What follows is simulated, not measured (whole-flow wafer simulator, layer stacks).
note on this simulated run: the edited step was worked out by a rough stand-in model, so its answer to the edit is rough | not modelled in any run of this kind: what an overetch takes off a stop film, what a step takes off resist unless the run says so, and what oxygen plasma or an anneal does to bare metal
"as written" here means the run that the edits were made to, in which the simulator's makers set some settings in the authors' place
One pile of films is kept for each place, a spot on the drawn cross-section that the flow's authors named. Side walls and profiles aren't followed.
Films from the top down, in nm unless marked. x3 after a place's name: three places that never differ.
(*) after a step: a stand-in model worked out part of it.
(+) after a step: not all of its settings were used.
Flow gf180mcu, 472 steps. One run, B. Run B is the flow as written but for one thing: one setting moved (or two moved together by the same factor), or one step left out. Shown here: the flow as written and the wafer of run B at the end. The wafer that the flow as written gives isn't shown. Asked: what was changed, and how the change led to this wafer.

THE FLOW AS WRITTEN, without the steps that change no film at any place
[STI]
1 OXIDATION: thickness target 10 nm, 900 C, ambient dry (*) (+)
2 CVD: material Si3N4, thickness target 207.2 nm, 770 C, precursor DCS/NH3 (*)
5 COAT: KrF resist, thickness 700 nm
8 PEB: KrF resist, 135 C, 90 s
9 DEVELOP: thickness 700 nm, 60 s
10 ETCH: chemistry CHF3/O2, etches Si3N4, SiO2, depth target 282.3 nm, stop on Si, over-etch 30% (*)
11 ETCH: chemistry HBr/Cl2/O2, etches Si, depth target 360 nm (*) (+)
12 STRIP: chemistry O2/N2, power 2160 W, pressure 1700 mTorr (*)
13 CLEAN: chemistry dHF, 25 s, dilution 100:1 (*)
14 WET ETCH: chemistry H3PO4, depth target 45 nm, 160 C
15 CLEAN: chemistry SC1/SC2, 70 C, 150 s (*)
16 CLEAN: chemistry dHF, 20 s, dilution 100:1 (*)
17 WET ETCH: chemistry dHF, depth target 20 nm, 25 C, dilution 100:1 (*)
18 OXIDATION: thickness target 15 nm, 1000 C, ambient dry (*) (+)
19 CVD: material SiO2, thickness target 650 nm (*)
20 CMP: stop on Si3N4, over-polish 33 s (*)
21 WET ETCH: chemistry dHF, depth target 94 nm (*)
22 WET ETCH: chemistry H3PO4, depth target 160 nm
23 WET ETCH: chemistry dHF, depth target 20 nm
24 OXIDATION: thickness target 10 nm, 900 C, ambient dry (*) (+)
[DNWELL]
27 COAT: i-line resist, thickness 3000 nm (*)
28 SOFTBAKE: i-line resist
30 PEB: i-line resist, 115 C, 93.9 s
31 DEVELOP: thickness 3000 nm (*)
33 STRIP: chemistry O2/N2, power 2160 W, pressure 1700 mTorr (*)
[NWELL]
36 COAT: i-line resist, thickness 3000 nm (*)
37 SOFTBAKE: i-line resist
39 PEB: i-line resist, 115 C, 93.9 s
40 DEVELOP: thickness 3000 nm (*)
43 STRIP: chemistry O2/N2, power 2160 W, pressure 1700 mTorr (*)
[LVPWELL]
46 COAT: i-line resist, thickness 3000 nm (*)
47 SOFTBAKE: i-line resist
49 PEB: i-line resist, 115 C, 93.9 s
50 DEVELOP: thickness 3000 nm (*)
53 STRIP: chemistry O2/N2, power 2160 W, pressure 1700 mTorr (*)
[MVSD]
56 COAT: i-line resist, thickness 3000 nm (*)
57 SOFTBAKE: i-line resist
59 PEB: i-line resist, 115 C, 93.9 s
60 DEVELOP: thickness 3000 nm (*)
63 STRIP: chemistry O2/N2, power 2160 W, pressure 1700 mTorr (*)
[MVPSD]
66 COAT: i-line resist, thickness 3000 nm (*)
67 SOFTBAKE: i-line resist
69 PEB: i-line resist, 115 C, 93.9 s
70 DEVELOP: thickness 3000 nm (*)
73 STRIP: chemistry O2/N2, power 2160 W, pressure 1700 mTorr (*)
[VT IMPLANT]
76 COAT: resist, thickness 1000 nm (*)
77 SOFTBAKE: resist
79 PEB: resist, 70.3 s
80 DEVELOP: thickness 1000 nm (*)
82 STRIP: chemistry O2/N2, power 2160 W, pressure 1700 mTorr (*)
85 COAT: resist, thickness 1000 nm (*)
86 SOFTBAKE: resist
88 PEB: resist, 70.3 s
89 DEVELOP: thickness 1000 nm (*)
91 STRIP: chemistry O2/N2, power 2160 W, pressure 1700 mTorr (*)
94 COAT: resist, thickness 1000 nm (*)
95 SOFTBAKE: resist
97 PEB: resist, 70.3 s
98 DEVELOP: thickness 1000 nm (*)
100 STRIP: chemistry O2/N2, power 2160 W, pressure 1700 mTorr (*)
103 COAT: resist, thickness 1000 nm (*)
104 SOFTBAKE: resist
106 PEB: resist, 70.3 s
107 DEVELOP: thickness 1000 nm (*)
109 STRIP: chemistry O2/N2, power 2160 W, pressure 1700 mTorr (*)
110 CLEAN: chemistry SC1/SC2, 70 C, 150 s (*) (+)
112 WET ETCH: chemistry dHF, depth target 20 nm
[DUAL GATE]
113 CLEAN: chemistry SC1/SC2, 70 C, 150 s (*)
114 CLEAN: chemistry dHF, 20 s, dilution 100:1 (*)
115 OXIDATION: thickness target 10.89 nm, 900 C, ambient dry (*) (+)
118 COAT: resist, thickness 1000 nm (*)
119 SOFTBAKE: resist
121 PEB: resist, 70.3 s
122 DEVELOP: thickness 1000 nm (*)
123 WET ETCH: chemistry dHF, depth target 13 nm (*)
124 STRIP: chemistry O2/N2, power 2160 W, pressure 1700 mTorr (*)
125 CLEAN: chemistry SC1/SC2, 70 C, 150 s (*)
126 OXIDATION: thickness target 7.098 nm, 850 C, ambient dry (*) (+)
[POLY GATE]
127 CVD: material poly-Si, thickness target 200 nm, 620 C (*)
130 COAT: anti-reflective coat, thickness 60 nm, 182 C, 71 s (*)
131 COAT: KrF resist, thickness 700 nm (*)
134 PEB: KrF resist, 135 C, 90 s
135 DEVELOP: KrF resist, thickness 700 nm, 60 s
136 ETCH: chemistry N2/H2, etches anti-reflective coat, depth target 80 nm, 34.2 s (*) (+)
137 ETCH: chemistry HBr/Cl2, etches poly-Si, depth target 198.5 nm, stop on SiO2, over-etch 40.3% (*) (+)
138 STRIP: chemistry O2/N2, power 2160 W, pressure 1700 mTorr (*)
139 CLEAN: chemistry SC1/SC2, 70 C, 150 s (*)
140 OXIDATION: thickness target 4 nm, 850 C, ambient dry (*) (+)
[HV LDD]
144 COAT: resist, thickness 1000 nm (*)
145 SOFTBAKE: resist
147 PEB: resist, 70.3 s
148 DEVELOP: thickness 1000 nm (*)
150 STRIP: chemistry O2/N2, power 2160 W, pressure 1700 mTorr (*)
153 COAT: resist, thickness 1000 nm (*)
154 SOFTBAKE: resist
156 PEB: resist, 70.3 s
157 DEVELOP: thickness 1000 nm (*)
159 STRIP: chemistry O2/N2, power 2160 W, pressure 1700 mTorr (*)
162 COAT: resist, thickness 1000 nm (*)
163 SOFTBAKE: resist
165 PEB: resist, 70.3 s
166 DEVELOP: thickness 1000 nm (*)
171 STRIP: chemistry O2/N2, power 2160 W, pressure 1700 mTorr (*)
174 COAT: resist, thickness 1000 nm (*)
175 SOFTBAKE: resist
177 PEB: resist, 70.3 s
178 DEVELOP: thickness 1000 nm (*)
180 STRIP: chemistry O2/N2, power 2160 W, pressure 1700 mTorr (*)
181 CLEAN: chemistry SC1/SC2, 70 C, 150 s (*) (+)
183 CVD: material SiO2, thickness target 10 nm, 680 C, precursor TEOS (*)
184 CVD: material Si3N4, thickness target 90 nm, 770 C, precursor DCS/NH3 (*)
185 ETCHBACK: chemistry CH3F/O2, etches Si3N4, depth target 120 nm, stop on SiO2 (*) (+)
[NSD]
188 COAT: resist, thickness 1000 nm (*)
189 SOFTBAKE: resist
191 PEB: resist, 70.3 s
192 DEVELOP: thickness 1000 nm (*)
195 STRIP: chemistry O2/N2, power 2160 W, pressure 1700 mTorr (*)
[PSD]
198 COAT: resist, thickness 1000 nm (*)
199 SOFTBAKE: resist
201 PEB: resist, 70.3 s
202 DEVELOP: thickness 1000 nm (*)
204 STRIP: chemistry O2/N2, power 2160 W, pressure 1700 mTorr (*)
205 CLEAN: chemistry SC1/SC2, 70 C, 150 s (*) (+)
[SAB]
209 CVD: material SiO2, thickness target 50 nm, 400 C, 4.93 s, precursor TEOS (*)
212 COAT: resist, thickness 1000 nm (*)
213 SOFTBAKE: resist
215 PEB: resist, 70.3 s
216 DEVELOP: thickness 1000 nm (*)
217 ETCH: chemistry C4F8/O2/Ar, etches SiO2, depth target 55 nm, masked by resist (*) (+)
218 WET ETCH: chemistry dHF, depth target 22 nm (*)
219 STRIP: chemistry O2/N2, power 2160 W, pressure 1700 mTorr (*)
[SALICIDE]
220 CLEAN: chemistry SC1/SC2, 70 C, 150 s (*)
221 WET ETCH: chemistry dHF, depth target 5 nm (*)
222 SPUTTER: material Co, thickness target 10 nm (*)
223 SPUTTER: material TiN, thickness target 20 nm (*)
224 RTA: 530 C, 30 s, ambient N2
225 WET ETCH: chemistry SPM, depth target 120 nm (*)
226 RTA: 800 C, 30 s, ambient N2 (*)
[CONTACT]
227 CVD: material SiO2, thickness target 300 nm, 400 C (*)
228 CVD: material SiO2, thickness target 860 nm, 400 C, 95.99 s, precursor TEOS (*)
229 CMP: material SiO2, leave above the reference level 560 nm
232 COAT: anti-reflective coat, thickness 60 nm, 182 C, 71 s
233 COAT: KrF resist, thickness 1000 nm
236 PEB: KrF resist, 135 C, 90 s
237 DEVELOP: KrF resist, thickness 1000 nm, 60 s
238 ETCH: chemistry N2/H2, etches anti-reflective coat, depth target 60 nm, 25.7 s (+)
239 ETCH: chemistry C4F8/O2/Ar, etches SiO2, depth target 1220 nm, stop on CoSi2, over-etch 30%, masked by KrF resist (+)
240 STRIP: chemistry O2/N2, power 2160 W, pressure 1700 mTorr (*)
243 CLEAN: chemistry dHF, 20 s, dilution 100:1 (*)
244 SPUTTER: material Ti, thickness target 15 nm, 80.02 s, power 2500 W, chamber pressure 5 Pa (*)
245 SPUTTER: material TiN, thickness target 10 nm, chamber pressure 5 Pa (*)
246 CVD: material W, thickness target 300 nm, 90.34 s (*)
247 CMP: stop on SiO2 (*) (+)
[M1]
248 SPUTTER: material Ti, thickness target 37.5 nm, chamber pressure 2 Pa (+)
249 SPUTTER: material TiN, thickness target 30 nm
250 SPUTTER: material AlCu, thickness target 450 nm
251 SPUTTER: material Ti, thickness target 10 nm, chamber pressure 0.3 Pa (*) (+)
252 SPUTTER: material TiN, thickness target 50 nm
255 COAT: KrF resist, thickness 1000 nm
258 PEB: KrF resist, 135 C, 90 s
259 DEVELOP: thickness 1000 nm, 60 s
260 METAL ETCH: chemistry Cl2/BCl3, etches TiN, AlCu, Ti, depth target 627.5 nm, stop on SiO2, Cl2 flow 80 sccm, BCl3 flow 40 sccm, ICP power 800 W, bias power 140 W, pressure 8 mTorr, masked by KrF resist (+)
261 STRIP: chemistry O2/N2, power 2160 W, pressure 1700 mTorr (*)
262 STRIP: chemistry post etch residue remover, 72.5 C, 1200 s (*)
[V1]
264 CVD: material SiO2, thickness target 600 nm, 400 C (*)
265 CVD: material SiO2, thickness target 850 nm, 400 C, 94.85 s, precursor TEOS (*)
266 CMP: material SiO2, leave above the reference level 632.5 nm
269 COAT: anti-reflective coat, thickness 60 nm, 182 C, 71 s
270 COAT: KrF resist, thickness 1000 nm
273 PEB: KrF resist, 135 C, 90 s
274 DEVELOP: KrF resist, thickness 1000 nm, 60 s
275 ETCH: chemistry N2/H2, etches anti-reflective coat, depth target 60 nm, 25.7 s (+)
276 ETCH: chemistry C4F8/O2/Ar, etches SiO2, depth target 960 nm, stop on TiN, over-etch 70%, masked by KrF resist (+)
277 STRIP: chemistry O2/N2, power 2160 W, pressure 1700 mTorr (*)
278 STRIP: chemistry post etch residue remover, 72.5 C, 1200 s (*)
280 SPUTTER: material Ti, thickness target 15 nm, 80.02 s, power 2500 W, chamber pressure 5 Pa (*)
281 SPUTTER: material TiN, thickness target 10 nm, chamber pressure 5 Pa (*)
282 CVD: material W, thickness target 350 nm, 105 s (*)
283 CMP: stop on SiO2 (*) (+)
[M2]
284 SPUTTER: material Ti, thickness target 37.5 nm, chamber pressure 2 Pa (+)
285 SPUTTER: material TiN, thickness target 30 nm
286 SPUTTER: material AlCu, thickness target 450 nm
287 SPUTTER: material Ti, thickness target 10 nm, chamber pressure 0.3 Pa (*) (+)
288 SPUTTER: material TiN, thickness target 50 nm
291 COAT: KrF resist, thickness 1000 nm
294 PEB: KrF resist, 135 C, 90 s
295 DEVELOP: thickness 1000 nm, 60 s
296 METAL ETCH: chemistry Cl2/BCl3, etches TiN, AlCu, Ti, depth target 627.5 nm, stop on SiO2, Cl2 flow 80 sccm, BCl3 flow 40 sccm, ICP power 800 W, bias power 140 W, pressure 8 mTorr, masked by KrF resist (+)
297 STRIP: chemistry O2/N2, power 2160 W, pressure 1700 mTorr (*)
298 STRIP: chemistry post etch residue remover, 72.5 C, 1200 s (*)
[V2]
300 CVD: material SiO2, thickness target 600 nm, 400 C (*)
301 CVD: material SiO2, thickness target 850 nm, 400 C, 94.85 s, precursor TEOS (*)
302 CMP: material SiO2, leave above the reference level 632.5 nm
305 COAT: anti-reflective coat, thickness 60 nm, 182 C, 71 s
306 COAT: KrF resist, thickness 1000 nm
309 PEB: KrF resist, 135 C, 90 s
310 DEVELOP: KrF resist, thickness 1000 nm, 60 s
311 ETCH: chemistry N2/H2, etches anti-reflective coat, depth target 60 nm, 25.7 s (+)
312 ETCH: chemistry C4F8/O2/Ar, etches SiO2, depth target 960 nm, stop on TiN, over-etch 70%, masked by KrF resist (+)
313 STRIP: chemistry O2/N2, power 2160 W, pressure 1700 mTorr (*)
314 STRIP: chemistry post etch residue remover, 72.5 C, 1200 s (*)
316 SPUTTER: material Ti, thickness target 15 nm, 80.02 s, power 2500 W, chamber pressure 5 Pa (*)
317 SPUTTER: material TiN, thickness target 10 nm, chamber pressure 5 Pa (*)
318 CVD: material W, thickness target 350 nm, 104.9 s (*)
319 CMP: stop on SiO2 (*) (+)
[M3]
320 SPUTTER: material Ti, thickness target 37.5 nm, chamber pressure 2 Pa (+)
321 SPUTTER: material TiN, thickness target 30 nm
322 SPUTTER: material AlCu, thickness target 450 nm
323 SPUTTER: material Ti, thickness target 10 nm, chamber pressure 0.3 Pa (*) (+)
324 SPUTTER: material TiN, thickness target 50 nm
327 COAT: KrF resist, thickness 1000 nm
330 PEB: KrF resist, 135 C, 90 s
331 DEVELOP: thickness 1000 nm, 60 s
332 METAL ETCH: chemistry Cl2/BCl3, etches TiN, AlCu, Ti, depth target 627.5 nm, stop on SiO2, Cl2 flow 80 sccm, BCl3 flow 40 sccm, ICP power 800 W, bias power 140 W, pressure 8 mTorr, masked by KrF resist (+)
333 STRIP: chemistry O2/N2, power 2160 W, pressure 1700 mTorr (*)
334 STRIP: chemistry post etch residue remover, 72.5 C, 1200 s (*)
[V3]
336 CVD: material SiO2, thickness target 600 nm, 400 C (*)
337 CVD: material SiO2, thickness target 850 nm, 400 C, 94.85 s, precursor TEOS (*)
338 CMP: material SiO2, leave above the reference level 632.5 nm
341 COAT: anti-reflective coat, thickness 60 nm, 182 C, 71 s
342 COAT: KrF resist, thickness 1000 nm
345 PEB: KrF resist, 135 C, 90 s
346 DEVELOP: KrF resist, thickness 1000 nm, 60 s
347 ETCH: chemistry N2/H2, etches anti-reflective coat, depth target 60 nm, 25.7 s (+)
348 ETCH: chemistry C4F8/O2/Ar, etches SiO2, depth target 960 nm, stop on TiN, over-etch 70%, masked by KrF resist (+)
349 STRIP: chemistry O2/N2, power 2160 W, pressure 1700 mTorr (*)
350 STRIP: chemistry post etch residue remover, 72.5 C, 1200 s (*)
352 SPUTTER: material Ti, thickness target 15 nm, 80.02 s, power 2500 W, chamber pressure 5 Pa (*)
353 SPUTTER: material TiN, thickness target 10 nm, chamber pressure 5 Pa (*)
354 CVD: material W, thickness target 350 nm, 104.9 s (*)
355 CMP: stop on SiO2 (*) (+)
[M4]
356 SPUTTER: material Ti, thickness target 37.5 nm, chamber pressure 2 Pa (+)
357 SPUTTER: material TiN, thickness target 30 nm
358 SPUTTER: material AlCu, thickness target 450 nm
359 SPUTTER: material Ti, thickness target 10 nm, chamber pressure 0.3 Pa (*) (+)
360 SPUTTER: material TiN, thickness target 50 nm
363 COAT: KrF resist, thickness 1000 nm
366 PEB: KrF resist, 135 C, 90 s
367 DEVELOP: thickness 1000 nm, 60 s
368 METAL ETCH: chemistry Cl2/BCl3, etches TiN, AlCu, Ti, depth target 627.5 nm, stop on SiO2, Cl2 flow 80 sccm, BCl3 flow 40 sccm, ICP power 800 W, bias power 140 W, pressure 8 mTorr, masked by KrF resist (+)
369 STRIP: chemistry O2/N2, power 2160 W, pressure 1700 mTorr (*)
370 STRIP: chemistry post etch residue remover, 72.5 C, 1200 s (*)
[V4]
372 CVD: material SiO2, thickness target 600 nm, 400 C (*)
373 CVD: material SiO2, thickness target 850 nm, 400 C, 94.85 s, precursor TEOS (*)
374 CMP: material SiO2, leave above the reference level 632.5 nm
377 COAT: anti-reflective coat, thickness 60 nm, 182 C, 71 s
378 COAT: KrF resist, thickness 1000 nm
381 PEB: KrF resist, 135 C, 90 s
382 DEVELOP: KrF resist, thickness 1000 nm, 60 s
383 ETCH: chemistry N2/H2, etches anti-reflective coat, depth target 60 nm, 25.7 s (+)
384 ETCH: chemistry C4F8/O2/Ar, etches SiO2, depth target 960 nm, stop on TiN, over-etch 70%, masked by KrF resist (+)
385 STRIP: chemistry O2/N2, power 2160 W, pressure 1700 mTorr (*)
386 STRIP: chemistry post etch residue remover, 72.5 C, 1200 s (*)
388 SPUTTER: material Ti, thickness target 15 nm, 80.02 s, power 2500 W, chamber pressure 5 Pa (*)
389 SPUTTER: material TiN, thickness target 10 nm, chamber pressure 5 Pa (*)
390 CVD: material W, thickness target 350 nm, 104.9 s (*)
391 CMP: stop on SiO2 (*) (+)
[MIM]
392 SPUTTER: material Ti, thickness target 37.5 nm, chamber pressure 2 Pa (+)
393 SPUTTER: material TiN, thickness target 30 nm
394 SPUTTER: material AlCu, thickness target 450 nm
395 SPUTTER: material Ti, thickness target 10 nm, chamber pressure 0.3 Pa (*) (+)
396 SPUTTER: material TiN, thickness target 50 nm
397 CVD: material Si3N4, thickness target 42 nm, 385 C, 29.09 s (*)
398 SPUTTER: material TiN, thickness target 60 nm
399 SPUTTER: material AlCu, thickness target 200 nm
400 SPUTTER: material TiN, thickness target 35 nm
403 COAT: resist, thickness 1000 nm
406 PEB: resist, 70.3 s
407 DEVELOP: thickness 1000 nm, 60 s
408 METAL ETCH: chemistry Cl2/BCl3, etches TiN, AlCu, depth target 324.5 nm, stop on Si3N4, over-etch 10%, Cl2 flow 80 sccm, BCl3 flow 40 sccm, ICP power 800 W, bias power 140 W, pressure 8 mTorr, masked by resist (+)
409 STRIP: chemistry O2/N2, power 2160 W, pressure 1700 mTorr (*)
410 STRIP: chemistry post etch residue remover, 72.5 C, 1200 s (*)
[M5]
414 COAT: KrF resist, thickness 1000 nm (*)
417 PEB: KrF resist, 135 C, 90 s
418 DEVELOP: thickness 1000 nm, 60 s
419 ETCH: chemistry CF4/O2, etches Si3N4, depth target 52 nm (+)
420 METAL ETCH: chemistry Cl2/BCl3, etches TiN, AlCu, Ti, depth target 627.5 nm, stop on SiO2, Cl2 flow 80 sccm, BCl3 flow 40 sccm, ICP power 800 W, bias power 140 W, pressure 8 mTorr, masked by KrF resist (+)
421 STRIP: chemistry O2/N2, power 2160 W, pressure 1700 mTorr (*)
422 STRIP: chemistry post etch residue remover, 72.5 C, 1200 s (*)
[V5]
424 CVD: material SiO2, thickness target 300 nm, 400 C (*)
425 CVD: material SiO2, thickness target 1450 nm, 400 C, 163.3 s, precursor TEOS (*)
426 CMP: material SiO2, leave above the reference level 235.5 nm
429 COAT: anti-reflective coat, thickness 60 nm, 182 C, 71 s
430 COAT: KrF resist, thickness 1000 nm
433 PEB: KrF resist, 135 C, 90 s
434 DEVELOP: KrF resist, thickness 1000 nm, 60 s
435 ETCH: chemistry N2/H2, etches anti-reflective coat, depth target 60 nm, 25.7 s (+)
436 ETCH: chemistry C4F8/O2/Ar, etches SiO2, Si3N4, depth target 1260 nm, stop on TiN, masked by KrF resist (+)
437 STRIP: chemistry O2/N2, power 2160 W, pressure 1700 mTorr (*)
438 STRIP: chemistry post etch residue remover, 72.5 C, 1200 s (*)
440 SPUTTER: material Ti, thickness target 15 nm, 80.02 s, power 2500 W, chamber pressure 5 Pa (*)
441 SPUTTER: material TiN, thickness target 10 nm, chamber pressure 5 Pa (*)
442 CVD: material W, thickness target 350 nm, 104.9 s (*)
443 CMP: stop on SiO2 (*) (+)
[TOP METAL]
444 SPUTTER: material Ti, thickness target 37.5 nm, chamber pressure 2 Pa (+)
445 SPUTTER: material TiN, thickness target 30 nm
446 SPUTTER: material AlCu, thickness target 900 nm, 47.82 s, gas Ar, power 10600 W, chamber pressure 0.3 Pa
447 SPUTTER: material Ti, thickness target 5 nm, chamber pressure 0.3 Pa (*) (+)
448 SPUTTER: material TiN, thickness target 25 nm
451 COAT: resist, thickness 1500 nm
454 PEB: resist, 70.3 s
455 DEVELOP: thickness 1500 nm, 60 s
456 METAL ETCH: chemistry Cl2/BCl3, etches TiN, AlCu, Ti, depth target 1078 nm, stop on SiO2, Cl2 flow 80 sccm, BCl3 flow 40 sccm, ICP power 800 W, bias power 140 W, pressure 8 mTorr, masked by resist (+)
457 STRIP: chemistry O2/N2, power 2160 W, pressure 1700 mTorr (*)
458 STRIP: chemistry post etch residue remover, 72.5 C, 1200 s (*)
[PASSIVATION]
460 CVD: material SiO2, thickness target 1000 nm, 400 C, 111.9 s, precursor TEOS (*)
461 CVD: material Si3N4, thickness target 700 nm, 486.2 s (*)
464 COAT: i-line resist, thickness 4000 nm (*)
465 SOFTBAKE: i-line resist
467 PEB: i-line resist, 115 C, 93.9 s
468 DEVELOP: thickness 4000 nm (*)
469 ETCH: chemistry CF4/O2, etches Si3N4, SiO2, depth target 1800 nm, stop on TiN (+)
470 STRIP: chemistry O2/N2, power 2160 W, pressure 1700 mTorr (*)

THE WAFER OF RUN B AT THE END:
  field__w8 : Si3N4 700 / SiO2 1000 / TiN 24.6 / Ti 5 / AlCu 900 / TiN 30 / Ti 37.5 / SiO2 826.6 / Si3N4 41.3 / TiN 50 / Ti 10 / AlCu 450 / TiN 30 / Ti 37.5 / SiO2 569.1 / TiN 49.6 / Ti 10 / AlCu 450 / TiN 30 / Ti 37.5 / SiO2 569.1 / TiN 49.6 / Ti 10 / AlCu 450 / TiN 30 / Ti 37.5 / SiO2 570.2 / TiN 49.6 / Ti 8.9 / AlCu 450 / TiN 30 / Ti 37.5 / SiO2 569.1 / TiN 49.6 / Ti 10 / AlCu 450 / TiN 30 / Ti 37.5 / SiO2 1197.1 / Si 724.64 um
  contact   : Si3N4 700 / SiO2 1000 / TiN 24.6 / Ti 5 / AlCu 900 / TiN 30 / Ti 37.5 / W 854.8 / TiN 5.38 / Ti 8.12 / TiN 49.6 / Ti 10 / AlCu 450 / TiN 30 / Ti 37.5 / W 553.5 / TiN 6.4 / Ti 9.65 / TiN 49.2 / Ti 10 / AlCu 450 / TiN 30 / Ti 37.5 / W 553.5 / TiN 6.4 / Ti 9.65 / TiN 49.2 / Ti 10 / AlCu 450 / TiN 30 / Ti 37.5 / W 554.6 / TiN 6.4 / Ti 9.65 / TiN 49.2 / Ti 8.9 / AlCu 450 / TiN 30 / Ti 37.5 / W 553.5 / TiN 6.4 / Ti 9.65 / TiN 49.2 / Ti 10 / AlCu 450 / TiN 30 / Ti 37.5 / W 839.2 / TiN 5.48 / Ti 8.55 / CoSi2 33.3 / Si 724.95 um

The cause: step 287, SPUTTER: thickness target 8.9 nm was run, where the flow has thickness target 10 nm.
It can be read off the wafer: field__w8 has Ti 8.9, and step 287 as written asks for 10 nm.

How the change led to this, step by step:
  287 SPUTTER: material Ti, thickness target 10 nm, chamber pressure 0.3 Pa (*) (+)
      field, field__w1, field__w2 and 108 more: Ti +8.9 (new film) (as written it would be: Ti +10 (new film))
  296 METAL ETCH: chemistry Cl2/BCl3, etches TiN, AlCu, Ti, depth target 627.5 nm, stop on SiO2, Cl2 flow 80 sccm, BCl3 flow 40 sccm, ICP power 800 W, bias power 140 W, pressure 8 mTorr, masked by KrF resist (+)
      field, field__w1, field__w2 and 103 more: TiN -50 (all of it), Ti -8.9 (all of it), AlCu -450 (all of it), TiN -30 (all of it), Ti -37.5 (all of it) (as written it would be: TiN -50 (all of it), Ti -10 (all of it), AlCu -450 (all of it), TiN -30 (all of it), Ti -37.5 (all of it))
